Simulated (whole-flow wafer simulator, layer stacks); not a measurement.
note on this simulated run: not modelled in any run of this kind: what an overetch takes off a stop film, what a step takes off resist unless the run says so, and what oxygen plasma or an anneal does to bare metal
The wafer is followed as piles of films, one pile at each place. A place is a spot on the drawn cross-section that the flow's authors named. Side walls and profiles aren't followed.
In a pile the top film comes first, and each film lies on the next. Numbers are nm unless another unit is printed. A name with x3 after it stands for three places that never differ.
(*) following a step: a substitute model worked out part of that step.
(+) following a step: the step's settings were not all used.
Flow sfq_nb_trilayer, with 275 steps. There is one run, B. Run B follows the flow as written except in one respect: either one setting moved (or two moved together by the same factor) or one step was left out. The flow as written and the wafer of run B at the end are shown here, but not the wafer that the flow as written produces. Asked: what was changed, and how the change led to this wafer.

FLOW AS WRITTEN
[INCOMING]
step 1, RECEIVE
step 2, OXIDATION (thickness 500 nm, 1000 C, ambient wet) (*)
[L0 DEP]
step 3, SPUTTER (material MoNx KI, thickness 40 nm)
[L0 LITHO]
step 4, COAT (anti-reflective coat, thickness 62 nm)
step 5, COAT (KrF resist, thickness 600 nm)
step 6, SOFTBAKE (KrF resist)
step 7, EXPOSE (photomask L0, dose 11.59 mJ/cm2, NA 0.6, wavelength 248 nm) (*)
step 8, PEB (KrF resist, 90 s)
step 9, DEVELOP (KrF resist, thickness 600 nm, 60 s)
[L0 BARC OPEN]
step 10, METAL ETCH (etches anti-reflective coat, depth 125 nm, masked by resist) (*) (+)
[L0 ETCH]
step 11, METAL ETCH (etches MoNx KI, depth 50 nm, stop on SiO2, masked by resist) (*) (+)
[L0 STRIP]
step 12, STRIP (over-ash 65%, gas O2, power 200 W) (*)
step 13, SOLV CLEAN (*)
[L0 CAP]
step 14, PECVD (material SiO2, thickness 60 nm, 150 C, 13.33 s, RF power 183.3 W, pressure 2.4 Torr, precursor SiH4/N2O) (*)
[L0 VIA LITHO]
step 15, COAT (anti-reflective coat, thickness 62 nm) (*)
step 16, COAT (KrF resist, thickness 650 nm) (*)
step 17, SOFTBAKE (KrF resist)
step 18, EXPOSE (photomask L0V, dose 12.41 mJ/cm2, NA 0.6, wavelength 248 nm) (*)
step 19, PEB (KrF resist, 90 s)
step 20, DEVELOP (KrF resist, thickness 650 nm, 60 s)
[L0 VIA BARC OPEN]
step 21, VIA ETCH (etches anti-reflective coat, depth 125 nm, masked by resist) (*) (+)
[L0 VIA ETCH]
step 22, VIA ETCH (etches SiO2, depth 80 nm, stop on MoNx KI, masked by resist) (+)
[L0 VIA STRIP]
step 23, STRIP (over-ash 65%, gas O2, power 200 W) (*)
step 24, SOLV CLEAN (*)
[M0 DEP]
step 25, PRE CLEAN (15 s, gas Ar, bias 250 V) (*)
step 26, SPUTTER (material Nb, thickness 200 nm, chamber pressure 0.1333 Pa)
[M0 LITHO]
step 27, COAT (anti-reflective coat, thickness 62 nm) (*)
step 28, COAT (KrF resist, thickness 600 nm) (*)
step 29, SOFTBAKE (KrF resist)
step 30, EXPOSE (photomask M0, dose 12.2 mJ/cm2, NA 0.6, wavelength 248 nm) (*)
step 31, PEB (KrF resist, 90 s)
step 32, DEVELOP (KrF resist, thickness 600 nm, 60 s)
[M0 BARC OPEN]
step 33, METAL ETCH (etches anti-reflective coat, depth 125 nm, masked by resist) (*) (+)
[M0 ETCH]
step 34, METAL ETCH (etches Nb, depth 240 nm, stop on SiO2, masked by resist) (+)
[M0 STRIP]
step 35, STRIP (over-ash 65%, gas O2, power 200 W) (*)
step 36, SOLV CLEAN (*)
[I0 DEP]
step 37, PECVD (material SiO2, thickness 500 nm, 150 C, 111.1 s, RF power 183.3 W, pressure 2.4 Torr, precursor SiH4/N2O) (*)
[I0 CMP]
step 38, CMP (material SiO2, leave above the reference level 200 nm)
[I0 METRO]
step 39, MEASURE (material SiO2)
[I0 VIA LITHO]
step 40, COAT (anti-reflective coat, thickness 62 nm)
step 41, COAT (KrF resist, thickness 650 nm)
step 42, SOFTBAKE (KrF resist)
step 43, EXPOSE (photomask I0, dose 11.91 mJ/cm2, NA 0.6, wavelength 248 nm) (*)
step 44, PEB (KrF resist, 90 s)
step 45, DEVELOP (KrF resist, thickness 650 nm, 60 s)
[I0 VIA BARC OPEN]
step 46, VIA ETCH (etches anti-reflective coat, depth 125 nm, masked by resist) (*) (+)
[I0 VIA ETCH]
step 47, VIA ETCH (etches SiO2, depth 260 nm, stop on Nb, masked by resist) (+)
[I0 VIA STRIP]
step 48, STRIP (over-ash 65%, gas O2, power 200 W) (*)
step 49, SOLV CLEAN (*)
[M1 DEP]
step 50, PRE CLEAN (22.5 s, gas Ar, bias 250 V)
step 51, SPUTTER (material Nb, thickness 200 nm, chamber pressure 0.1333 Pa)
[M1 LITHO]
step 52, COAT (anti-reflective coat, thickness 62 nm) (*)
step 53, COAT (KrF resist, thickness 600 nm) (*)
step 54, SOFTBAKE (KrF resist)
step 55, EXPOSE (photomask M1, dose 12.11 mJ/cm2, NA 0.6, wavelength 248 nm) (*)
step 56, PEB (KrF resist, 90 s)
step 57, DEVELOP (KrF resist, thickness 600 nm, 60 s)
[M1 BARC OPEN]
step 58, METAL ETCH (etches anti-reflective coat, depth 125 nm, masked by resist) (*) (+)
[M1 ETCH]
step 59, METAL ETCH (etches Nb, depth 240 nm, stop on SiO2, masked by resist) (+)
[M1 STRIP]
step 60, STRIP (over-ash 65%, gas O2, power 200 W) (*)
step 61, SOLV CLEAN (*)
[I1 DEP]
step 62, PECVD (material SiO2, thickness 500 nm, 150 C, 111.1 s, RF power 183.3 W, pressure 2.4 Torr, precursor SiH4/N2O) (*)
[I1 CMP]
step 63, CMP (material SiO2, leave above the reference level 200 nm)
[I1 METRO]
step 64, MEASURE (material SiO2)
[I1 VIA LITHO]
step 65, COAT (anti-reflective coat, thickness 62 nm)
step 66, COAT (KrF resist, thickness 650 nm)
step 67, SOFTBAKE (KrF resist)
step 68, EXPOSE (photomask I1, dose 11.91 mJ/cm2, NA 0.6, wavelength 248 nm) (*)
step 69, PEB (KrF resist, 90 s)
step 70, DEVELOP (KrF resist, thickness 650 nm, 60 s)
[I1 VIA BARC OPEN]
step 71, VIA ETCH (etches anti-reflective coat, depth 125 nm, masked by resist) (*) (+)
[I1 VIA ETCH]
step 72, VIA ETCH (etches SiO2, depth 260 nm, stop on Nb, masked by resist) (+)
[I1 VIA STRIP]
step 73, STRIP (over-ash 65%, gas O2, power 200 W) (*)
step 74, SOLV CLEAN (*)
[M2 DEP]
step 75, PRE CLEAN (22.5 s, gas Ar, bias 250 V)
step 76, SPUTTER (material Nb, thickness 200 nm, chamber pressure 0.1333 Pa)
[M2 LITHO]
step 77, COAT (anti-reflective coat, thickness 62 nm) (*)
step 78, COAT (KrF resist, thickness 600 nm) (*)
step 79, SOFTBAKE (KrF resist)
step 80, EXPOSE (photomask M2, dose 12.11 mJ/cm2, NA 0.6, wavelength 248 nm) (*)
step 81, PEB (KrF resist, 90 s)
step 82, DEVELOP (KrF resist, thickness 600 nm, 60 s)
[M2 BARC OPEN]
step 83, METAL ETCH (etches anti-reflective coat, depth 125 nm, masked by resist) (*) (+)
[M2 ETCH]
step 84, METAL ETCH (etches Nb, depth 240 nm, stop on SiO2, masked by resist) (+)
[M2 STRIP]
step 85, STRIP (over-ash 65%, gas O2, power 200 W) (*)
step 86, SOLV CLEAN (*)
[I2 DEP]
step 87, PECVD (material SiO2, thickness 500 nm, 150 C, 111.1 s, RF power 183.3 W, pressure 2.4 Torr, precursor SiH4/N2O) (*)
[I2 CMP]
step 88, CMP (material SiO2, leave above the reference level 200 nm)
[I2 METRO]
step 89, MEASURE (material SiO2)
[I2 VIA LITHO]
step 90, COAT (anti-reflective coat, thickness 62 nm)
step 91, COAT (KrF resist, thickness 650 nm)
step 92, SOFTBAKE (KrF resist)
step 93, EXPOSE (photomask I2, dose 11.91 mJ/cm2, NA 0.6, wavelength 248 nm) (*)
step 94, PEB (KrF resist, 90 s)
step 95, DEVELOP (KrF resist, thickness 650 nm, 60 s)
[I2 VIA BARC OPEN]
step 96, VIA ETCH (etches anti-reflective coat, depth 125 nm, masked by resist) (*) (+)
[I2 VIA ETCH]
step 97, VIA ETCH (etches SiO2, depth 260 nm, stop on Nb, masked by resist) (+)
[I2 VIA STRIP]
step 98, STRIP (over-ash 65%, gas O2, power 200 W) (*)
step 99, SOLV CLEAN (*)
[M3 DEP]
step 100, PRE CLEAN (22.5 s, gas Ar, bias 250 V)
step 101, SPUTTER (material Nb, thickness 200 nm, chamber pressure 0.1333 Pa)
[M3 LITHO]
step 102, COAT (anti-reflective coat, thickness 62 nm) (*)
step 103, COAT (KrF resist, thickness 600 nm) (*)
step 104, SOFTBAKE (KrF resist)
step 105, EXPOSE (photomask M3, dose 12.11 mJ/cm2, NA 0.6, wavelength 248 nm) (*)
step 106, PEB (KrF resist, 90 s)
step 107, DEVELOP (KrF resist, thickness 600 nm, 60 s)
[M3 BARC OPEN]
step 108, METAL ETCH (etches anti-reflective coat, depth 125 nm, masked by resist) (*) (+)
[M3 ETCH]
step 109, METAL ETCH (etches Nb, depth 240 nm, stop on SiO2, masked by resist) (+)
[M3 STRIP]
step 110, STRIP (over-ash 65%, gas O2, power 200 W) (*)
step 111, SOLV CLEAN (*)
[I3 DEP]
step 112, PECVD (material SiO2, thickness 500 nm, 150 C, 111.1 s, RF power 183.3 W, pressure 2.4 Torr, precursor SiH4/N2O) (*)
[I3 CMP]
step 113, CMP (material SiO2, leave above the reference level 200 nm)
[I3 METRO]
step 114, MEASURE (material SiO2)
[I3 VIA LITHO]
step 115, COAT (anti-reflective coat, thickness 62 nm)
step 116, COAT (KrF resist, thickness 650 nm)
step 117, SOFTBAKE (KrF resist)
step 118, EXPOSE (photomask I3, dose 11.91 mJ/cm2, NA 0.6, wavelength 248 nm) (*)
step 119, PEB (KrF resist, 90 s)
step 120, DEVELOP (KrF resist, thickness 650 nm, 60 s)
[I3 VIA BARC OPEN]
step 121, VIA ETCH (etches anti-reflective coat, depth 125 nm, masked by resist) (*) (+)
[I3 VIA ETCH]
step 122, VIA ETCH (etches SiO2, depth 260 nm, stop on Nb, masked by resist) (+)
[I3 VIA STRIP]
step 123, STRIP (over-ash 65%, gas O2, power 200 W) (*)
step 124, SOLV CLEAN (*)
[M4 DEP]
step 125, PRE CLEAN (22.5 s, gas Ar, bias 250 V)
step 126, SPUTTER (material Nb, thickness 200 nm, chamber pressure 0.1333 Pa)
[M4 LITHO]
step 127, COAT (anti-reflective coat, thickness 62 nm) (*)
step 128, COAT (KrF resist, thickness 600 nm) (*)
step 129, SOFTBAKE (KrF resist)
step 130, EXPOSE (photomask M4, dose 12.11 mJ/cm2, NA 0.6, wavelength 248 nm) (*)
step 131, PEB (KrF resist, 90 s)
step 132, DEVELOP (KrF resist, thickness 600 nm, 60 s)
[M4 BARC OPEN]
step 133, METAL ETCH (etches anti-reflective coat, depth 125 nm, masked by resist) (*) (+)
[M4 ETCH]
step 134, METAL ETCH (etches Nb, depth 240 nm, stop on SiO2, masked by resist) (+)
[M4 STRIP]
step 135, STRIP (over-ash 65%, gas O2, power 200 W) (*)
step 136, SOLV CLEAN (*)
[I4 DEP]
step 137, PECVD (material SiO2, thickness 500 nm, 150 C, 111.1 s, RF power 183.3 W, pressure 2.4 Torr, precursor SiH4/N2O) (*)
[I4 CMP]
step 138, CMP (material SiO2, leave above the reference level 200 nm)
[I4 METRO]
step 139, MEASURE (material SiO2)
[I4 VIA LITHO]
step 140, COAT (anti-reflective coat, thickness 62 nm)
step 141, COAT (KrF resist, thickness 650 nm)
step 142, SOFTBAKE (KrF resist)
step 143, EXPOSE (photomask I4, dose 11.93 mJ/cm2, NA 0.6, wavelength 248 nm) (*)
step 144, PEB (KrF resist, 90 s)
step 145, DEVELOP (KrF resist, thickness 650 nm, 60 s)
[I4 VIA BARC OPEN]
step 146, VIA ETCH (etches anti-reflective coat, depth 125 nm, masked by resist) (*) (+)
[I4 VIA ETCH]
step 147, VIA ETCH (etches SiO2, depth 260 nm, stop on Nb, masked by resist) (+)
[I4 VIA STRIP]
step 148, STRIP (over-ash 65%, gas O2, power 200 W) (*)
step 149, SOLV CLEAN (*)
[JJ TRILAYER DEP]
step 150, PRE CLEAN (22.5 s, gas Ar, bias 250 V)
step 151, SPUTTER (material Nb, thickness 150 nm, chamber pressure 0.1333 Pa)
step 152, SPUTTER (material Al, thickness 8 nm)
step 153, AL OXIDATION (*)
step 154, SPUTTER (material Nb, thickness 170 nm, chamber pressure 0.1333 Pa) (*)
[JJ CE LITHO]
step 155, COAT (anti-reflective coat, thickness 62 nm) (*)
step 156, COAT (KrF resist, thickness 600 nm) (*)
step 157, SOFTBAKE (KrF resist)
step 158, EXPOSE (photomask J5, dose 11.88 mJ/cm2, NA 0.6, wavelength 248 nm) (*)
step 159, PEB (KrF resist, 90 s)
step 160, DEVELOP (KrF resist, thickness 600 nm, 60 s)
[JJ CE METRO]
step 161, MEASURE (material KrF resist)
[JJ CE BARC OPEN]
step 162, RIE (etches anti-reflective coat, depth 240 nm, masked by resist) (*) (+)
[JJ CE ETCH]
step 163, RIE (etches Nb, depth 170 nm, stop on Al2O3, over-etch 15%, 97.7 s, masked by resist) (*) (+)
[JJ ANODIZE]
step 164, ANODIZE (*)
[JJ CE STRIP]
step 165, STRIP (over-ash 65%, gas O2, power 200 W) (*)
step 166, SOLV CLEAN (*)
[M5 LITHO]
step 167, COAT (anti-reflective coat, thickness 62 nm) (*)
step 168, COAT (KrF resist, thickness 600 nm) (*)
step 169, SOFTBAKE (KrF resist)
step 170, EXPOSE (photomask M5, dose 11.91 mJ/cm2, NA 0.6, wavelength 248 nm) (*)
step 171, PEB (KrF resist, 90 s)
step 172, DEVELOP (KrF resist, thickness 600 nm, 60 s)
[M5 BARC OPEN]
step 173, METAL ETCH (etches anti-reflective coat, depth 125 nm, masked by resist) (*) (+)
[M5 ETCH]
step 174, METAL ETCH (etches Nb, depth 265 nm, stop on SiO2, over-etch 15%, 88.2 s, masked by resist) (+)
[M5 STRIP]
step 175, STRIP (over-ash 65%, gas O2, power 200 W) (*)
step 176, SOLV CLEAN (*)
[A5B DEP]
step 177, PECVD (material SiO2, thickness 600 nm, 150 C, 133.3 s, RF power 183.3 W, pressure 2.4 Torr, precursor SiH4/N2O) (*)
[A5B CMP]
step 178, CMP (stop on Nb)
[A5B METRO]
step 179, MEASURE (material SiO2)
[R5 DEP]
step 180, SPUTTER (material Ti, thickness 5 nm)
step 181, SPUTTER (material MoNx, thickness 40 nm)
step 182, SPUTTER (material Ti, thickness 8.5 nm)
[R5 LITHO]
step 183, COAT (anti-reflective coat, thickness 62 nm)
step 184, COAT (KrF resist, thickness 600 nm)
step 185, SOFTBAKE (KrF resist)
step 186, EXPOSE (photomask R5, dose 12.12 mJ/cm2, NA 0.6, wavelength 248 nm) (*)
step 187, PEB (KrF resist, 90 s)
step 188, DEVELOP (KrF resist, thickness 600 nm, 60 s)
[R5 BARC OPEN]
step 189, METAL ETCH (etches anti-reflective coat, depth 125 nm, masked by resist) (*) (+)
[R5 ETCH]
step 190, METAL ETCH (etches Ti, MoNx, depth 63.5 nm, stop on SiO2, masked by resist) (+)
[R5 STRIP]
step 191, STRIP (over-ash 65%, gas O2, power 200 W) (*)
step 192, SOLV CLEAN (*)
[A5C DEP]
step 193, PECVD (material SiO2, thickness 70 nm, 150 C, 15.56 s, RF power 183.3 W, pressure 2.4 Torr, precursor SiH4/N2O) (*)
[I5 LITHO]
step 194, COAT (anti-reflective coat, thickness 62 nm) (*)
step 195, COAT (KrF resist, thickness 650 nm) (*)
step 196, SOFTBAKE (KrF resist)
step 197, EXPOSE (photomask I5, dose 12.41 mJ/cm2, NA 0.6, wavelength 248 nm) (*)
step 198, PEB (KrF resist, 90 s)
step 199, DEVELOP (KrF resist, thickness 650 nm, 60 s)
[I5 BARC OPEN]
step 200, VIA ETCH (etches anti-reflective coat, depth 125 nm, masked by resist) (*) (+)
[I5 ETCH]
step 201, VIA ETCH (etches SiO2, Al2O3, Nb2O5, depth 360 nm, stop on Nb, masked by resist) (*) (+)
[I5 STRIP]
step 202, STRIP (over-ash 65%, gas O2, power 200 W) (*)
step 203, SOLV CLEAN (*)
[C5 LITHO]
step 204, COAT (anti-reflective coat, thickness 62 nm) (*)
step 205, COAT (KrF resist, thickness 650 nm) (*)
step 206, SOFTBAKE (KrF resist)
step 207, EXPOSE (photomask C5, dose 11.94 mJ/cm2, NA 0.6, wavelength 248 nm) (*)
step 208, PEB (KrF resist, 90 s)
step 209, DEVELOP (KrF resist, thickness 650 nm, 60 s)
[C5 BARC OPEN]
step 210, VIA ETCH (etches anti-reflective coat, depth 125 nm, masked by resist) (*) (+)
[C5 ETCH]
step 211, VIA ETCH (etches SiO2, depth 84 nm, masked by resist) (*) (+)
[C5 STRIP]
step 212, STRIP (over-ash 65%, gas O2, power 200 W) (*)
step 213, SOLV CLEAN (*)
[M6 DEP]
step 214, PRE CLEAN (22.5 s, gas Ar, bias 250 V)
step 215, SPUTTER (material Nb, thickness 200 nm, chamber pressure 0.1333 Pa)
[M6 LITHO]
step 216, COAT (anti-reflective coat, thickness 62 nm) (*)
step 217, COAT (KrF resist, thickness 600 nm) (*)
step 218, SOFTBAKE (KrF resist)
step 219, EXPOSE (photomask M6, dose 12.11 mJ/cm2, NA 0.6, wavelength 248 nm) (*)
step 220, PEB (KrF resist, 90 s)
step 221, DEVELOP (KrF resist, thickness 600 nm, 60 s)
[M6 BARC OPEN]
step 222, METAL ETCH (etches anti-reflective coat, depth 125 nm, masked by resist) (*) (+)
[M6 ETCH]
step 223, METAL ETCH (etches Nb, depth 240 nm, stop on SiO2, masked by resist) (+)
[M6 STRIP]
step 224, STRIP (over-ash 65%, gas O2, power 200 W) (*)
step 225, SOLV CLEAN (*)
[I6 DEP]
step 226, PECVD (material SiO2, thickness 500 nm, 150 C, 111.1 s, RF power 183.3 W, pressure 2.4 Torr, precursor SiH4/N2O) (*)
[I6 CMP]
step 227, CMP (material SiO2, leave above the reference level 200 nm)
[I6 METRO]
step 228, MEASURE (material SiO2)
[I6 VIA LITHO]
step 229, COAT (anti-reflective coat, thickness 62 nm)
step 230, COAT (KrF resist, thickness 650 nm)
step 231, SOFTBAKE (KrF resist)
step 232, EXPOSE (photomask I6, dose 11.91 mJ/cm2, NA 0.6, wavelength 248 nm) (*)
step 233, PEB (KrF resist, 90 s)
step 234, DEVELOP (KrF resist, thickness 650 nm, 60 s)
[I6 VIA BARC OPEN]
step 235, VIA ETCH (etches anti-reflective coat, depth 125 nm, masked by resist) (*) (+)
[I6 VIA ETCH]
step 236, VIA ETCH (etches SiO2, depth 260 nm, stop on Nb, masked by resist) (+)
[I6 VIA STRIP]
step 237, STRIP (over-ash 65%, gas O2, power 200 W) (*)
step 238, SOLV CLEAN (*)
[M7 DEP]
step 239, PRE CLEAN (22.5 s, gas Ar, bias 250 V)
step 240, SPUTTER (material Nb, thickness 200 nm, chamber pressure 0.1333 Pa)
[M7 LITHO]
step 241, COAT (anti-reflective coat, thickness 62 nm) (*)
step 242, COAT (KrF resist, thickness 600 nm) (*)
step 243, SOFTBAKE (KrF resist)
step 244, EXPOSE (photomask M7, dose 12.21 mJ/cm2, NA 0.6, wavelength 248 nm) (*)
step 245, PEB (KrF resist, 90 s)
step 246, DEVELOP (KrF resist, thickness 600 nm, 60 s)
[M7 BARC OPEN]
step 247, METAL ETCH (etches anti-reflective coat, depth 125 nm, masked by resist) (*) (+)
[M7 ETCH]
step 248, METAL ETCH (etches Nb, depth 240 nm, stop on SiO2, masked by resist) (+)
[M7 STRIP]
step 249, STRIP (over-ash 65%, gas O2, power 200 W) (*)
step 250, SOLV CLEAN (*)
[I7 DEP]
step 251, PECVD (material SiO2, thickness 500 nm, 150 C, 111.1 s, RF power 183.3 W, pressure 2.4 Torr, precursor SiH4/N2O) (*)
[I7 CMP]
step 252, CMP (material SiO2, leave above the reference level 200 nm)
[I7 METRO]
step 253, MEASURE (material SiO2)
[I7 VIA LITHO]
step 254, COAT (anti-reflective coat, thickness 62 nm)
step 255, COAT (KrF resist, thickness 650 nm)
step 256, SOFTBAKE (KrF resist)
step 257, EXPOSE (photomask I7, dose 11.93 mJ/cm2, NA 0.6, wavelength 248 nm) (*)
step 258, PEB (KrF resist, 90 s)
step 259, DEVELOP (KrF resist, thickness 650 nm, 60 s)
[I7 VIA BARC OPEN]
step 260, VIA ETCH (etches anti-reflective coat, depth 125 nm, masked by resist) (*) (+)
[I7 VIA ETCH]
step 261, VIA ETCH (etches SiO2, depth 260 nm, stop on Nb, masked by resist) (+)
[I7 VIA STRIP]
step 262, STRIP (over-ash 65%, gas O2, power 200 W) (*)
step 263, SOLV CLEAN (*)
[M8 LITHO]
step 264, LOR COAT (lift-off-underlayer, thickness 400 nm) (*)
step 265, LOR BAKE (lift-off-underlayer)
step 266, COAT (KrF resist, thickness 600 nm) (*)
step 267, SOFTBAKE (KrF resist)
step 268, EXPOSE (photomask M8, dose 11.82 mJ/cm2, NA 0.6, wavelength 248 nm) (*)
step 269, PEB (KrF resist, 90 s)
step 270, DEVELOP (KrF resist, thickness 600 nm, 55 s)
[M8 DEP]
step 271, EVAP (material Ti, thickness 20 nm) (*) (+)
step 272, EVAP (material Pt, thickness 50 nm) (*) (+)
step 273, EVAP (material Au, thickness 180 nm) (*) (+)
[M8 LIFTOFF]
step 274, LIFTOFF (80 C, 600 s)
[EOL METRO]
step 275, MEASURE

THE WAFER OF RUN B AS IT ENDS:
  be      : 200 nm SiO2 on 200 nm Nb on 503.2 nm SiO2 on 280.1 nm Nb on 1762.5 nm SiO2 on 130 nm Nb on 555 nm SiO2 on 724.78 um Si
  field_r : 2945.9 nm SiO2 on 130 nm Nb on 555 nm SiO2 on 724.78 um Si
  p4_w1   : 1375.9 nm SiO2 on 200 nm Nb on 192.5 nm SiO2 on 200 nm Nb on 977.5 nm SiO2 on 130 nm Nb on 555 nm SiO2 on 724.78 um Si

Cause: step 26, SPUTTER: thickness 130 nm was run, while the flow as written has thickness 200 nm.
One can read it off the wafer: be has Nb 130, and step 26 as written asks for 200 nm.

Step by step, how the change led to this:
  step 26, SPUTTER (material Nb, thickness 200 nm, chamber pressure 0.1333 Pa)
      field_l, via_wl, via_w and 100 more: Nb gains 130 (new film) (it would be, as written: Nb gains 200 (new film))
      v_sur: Nb gains 126.6 (new film) (it would be, as written: Nb gains 200 (new film))
      (as well as at 2 more places)
  step 27, COAT (anti-reflective coat, thickness 62 nm) (*)
      v_sur: anti-reflective coat gains 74 (new film) (it would be, as written: anti-reflective coat gains 72.3 (new film))
  step 34, METAL ETCH (etches Nb, depth 240 nm, stop on SiO2, masked by resist) (+)
      field_l, v_sur, via_wl and 100 more: KrF resist loses 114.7 (it would be, as written: KrF resist loses 141.2)
      moat, m0r_space_l, m0r_space_r: Nb loses 130 (all of it) (it would be, as written: Nb loses 200 (all of it))
  step 35, STRIP (over-ash 65%, gas O2, power 200 W) (*)
      p4_fl, p4_fm, p4_w1 and 68 more: KrF resist loses 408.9 (all of it), anti-reflective coat loses 62 (all of it) (it would be, as written: KrF resist loses 382.4 (all of it), anti-reflective coat loses 62 (all of it))
      c5j, ce_r, sp_r, be_r, r_sur, res: KrF resist loses 415.4 (all of it), anti-reflective coat loses 63.6 (all of it) (it would be, as written: KrF resist loses 389 (all of it), anti-reflective coat loses 63.6 (all of it))
      (as well as at 26 more places)
  step 37, PECVD (material SiO2, thickness 500 nm, 150 C, 111.1 s, RF power 183.3 W, pressure 2.4 Torr, precursor SiH4/N2O) (*)
      moat, m0r_space_l, m0r_space_r: SiO2 gains 500 (it would be, as written: SiO2 gains 557.1)
  step 38, CMP (material SiO2, leave above the reference level 200 nm)
      moat, m0r_space_l, m0r_space_r: SiO2 loses 170 (it would be, as written: SiO2 loses 157.1)
